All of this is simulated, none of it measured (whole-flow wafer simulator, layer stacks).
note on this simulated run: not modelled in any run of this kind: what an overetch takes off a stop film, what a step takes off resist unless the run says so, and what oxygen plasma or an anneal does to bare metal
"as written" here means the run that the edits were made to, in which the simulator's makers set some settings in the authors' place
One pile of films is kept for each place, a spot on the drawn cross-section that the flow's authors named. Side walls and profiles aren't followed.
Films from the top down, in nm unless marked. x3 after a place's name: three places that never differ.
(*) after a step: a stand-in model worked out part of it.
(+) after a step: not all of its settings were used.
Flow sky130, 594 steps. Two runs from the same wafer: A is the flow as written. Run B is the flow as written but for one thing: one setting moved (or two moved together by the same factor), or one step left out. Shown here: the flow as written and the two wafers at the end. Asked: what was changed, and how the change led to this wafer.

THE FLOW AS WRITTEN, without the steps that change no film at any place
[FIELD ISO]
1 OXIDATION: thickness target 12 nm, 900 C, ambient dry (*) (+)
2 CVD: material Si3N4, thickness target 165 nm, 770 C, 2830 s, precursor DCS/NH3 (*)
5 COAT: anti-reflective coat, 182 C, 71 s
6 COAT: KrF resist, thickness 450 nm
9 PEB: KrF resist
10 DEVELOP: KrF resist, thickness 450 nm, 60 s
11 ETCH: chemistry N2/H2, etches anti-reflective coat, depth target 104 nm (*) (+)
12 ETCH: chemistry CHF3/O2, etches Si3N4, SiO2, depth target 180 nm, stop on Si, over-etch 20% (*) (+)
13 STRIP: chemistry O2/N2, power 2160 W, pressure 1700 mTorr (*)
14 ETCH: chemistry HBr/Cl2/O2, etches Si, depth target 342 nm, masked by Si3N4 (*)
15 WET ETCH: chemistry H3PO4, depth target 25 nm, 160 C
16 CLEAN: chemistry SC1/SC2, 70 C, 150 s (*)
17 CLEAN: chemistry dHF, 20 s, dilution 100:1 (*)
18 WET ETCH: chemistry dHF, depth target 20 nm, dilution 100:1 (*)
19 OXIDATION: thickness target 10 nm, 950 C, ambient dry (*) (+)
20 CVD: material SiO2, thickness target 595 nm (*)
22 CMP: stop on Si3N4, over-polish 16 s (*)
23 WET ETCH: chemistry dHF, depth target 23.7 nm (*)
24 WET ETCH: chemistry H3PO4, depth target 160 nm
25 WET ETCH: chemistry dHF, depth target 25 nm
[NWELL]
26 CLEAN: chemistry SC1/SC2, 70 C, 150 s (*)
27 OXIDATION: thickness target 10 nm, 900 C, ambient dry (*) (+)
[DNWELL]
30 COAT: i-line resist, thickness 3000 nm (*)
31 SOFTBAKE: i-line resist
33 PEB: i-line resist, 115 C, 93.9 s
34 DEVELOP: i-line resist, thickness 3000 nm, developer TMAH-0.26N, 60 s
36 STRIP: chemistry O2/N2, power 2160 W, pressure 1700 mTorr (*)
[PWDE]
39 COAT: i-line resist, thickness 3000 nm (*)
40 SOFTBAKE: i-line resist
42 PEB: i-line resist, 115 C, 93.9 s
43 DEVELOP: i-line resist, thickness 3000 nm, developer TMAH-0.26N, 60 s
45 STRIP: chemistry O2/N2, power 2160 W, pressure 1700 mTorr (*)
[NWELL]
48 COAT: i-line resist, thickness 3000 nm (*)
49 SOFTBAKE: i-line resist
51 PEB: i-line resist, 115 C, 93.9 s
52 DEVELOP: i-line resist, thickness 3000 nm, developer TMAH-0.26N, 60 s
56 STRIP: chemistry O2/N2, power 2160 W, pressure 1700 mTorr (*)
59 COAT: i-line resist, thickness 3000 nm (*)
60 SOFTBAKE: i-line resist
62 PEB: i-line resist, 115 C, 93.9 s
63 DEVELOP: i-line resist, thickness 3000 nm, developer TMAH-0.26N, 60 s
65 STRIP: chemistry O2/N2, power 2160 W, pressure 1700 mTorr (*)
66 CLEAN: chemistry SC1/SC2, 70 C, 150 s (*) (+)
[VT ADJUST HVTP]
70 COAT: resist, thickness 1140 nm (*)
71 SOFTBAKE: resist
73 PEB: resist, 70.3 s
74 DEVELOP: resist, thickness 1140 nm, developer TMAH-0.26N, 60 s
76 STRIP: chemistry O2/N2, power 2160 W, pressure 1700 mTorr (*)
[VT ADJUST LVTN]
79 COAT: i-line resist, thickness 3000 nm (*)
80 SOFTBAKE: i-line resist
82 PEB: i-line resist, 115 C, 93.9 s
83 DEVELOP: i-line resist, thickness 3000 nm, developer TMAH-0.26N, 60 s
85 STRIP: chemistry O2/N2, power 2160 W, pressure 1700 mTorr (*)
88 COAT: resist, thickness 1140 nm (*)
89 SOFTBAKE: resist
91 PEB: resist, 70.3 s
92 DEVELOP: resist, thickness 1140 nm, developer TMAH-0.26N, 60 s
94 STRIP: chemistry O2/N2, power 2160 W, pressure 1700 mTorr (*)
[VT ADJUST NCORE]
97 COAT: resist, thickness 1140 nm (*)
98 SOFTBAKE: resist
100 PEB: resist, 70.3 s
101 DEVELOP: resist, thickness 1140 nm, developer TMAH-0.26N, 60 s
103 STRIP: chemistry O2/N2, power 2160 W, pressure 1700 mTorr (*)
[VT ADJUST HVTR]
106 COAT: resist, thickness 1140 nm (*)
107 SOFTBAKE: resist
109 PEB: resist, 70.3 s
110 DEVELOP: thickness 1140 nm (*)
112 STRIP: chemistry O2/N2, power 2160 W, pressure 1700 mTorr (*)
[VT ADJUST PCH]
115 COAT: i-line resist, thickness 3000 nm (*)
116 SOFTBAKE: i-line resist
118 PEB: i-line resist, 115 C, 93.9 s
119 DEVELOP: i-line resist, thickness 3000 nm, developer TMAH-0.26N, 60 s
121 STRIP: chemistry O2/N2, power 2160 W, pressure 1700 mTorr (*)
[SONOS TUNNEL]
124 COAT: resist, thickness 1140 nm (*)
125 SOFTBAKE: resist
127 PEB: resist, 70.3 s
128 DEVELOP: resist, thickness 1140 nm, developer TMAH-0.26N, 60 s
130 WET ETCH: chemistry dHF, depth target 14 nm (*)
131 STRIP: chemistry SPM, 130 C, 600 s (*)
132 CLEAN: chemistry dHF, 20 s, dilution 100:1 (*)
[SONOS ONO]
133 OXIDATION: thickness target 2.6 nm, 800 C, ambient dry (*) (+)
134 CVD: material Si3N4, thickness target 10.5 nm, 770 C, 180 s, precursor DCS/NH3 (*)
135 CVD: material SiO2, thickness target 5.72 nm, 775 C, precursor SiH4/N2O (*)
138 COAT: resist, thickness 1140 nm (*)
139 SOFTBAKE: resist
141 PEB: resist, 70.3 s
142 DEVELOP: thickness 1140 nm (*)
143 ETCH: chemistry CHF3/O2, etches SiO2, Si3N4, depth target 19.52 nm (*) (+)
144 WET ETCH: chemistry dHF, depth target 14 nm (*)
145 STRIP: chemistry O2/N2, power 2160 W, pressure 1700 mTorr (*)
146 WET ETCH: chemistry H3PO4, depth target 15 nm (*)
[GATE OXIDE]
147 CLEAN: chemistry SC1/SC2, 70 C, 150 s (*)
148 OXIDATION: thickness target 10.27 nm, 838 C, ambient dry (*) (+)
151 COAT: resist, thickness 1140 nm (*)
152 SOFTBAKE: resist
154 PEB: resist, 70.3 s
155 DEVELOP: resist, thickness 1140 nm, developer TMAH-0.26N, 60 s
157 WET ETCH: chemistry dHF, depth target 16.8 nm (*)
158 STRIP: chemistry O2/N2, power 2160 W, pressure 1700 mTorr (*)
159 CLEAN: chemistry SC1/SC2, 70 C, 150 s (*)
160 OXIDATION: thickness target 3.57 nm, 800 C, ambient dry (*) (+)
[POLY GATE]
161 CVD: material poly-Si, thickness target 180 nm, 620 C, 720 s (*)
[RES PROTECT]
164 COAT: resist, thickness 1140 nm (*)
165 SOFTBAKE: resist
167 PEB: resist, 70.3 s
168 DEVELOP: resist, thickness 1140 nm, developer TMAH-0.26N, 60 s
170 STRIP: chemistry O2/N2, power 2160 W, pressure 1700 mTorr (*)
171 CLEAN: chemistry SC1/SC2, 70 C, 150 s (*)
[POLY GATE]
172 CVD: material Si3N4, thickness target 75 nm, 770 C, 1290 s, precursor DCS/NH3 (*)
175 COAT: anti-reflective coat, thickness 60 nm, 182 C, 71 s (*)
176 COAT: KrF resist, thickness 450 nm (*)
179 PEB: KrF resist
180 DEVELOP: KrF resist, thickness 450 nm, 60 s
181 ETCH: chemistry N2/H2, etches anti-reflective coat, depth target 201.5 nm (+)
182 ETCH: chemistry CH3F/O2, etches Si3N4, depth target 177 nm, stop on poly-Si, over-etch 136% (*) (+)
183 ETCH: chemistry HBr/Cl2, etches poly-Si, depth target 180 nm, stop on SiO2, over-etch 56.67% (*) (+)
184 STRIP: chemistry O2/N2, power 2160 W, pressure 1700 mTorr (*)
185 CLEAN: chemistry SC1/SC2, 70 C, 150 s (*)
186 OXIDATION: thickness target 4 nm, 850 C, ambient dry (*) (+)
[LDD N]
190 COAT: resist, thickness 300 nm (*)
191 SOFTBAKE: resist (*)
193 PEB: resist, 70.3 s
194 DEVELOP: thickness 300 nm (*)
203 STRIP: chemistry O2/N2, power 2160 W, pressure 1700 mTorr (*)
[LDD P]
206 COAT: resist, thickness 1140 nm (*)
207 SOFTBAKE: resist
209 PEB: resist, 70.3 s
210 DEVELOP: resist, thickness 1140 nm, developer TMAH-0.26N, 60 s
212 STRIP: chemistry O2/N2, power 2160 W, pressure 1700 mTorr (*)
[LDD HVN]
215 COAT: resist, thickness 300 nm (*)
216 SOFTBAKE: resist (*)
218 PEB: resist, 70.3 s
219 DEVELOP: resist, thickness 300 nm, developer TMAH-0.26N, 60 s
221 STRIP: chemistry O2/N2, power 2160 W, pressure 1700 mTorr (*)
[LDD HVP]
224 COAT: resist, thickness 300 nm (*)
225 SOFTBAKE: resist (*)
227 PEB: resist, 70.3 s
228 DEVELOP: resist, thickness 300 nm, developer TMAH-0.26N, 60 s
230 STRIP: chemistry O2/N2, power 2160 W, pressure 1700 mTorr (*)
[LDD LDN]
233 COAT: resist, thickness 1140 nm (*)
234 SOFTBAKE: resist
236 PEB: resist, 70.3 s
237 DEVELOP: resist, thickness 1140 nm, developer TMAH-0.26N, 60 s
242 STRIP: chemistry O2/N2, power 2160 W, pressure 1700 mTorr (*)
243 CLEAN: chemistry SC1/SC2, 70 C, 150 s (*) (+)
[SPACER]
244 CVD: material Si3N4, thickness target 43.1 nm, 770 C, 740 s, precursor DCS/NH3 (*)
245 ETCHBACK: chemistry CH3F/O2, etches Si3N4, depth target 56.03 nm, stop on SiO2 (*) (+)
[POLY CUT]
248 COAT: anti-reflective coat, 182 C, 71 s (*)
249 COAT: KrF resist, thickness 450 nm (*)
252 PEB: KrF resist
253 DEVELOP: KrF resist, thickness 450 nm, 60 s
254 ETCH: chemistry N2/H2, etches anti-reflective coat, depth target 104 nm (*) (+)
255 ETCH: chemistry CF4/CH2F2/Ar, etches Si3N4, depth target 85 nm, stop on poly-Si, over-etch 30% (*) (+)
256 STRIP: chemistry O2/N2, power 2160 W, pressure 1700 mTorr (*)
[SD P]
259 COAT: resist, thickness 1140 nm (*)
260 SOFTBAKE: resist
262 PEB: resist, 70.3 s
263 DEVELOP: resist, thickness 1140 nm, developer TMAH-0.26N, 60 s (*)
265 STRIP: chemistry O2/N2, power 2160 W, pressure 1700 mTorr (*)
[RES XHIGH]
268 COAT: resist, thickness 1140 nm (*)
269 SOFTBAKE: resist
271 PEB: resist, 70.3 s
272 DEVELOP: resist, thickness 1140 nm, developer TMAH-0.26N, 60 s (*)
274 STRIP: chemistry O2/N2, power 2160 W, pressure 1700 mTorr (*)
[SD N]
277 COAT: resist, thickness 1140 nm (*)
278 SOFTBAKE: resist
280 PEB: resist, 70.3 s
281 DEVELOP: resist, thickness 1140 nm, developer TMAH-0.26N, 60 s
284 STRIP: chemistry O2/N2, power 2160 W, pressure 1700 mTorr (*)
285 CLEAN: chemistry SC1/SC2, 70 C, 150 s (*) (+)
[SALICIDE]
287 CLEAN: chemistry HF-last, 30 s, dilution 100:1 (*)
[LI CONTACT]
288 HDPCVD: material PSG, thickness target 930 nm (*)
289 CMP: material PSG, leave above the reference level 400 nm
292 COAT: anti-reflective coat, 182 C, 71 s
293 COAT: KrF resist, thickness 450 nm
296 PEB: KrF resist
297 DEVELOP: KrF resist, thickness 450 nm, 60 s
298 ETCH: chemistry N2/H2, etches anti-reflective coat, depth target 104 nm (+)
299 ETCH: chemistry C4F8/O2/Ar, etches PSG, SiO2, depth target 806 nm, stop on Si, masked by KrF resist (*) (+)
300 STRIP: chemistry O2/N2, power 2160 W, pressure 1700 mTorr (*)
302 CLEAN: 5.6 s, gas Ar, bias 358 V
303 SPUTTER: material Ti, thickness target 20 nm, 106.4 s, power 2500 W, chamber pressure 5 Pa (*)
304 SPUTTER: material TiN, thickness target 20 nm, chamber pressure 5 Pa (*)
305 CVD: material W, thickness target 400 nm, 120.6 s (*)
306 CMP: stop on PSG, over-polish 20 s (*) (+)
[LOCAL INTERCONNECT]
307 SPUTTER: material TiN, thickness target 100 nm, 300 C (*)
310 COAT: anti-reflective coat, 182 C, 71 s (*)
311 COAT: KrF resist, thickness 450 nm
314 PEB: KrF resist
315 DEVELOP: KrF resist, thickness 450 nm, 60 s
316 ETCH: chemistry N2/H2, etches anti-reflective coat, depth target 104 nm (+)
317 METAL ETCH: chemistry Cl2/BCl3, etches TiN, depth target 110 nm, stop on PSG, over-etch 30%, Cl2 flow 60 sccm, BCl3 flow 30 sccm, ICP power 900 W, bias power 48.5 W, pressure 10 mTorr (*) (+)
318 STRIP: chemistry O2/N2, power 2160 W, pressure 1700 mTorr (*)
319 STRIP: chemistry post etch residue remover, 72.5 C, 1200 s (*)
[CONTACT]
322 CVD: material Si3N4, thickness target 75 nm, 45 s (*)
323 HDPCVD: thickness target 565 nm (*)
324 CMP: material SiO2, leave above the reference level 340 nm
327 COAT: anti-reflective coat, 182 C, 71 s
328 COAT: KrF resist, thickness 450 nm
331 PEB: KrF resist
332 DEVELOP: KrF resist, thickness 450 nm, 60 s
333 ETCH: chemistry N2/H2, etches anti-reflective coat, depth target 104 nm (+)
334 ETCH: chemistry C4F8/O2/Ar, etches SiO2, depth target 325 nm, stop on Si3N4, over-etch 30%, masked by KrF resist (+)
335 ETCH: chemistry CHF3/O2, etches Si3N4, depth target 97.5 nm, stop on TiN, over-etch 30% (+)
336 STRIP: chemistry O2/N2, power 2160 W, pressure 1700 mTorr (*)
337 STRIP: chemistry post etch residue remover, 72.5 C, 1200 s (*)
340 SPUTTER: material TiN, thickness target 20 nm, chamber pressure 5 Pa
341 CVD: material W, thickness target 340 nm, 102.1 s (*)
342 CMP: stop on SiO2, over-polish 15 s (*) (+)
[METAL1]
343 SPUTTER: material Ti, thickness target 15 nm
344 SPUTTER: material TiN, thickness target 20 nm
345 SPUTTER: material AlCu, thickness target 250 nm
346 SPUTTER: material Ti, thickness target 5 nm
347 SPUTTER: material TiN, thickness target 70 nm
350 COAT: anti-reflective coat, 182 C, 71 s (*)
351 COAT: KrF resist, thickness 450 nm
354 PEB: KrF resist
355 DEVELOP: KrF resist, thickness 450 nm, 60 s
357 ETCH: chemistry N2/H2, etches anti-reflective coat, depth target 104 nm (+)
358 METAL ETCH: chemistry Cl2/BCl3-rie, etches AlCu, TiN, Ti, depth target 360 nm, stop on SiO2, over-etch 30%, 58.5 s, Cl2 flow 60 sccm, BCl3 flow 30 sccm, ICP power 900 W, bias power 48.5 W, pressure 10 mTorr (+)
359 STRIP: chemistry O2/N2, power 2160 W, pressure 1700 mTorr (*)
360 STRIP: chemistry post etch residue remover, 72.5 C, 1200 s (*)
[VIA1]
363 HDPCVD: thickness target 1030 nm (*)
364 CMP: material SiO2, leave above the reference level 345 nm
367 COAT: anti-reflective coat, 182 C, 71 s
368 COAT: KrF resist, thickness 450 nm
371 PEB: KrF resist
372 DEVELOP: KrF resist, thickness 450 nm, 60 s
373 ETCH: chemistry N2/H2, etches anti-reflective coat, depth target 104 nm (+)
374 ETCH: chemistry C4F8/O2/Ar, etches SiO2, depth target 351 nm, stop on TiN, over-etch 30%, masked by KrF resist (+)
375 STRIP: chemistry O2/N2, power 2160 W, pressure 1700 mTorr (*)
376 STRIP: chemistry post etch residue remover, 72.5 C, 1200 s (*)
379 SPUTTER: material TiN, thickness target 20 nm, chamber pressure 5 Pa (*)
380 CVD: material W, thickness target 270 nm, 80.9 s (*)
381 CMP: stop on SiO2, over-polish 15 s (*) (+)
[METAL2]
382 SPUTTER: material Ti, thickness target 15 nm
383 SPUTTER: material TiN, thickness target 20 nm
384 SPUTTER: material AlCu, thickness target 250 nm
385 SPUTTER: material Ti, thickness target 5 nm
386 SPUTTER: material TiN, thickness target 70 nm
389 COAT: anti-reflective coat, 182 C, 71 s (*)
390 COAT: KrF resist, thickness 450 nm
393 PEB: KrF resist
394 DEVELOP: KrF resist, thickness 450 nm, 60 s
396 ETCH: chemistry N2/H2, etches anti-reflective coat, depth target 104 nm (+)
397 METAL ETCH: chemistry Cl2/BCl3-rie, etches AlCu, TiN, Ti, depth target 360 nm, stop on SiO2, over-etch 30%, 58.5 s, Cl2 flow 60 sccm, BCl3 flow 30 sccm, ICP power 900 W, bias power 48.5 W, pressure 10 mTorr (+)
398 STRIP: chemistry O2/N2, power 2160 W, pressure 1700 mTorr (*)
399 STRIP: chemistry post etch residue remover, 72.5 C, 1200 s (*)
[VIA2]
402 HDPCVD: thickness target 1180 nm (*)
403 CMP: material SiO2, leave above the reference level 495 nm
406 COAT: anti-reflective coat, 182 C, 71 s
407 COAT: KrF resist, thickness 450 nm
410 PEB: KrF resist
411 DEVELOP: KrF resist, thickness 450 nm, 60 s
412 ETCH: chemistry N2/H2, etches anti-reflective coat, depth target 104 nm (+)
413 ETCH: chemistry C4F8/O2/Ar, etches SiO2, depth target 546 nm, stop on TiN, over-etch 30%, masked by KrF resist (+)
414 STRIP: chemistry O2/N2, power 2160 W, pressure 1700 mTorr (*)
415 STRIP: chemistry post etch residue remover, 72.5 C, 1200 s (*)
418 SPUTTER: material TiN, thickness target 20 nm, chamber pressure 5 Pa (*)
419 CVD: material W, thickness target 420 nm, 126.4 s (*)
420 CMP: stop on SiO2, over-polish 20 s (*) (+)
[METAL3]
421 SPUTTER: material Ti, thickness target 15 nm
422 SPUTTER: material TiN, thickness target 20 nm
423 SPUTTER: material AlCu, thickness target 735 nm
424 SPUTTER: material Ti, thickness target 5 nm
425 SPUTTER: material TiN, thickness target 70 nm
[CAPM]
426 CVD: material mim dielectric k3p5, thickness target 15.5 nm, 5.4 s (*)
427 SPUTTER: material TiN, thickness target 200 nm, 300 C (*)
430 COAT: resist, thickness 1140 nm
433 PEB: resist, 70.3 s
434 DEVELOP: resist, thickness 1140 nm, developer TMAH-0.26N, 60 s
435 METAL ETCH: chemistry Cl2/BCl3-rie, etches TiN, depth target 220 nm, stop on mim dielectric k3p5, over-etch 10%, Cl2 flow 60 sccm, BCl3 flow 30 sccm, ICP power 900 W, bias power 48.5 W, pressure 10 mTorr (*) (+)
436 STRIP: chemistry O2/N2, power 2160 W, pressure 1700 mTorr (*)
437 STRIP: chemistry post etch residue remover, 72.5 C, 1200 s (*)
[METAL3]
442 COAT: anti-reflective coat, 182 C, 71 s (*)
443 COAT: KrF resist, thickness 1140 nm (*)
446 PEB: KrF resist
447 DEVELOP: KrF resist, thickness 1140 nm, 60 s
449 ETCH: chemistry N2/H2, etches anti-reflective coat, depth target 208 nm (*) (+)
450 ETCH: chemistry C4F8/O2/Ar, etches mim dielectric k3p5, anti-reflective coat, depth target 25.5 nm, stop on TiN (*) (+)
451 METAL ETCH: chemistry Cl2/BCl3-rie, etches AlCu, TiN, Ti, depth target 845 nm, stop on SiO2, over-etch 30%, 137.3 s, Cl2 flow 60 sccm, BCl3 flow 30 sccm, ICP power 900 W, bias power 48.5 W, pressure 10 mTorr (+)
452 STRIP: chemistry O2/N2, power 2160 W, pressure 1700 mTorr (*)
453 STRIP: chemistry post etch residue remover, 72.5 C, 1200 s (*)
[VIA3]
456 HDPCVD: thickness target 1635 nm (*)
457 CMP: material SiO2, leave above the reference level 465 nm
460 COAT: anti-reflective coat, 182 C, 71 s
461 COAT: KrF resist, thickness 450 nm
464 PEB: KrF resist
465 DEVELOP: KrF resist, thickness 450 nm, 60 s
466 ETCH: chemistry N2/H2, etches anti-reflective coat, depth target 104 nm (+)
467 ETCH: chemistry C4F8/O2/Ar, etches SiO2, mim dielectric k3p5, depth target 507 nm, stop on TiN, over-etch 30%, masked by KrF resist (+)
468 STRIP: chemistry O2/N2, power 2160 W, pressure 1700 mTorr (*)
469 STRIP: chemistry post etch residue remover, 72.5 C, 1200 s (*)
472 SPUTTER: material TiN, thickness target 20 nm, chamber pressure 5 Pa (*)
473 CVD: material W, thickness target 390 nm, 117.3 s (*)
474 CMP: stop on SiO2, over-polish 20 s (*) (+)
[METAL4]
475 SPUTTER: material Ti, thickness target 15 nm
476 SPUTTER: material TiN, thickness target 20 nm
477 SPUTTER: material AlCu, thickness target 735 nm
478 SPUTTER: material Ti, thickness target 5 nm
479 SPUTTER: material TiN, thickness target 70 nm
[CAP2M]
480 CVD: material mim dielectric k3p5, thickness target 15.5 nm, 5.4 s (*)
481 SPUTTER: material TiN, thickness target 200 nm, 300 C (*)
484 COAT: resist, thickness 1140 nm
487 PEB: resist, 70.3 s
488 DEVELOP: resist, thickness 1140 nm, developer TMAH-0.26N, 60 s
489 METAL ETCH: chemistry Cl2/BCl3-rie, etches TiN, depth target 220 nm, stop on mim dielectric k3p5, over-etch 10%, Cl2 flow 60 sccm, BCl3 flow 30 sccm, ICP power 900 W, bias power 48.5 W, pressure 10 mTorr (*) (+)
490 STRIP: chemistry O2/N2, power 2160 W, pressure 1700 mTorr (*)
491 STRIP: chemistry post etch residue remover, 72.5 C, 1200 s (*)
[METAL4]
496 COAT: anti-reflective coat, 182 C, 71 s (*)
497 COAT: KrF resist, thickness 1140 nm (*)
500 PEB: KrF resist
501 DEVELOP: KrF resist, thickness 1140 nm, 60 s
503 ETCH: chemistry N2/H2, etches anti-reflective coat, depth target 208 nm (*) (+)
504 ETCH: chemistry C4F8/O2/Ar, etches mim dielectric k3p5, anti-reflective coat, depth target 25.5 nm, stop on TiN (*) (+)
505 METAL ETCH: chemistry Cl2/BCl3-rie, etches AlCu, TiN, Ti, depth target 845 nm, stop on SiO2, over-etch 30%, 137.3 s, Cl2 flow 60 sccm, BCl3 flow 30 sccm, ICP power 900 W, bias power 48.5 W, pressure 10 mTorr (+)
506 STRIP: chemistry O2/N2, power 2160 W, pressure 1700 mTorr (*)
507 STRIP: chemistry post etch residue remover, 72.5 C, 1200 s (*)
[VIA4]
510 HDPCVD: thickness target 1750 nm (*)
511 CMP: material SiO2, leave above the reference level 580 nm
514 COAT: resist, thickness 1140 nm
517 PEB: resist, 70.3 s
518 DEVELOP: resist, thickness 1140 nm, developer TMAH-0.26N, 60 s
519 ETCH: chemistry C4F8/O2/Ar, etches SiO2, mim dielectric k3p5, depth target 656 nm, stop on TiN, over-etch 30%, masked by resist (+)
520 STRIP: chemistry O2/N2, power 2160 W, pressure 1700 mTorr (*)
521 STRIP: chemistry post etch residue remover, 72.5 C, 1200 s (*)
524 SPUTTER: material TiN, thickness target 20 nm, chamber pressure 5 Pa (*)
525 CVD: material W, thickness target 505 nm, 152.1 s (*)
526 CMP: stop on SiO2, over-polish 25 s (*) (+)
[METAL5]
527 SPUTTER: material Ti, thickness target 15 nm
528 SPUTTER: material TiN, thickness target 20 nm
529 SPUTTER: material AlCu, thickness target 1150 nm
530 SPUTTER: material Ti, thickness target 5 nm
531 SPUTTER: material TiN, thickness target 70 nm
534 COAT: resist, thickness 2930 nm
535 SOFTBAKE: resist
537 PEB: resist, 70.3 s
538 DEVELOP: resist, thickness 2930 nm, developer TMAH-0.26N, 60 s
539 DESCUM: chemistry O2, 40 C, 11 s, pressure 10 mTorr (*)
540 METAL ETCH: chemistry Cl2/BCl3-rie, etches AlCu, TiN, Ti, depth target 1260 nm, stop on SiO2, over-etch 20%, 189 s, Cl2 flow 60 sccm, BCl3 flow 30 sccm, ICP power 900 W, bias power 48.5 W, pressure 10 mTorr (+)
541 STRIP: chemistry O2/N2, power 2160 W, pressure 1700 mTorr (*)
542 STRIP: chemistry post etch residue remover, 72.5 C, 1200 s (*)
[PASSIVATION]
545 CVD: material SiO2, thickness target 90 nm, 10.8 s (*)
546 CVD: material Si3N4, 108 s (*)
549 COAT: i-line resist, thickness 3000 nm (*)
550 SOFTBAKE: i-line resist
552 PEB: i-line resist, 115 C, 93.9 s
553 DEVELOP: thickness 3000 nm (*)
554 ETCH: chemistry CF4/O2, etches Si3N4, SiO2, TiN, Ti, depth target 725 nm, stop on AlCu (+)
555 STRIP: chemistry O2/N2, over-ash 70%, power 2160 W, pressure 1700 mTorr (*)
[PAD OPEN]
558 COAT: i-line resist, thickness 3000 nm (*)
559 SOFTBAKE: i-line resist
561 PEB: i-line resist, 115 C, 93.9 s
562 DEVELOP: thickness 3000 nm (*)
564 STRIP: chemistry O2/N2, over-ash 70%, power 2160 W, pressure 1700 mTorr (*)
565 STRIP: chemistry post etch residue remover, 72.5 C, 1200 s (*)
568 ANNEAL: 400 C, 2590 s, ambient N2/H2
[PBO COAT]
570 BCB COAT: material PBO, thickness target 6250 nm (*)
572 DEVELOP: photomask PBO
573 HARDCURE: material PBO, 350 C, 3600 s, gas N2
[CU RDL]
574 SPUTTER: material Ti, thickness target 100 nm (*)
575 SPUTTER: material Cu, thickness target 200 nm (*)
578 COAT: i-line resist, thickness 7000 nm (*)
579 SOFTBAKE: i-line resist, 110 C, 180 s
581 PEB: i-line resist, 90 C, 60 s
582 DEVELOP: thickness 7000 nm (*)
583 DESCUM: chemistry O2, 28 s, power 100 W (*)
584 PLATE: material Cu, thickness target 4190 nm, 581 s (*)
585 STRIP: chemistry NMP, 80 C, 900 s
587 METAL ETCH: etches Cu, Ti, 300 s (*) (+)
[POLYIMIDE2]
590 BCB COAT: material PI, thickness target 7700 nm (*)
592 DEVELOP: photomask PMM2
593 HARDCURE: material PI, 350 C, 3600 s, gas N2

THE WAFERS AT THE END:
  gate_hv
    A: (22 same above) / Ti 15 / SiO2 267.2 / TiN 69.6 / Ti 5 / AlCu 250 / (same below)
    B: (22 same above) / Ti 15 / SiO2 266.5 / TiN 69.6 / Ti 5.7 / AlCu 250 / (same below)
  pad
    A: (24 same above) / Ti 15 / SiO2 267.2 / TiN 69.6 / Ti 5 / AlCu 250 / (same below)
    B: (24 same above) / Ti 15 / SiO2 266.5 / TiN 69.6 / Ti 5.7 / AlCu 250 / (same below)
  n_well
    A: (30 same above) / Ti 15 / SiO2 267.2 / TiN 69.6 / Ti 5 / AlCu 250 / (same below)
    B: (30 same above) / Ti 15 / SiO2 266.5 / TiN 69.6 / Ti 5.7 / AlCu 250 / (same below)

The cause: step 346, SPUTTER: thickness target 5.7 nm was run, where the flow has thickness target 5 nm.
It can be read off the wafer: gate_hv has Ti 5.7, and step 346 as written asks for 5 nm.

How the change led to this, step by step:
  346 SPUTTER: material Ti, thickness target 5 nm
      field, active, n_well and 188 more: A Ti +5 (new film) | B Ti +5.7 (new film)
  358 METAL ETCH: chemistry Cl2/BCl3-rie, etches AlCu, TiN, Ti, depth target 360 nm, stop on SiO2, over-etch 30%, 58.5 s, Cl2 flow 60 sccm, BCl3 flow 30 sccm, ICP power 900 W, bias power 48.5 W, pressure 10 mTorr (+)
      field, active, gate and 81 more: A TiN -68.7 (all of it), Ti -5 (all of it), AlCu -250 (all of it), TiN -20 (all of it), Ti -15 (all of it), SiO2 -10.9 | B TiN -68.7 (all of it), Ti -5.7 (all of it), AlCu -250 (all of it), TiN -20 (all of it), Ti -15 (all of it), SiO2 -10.9
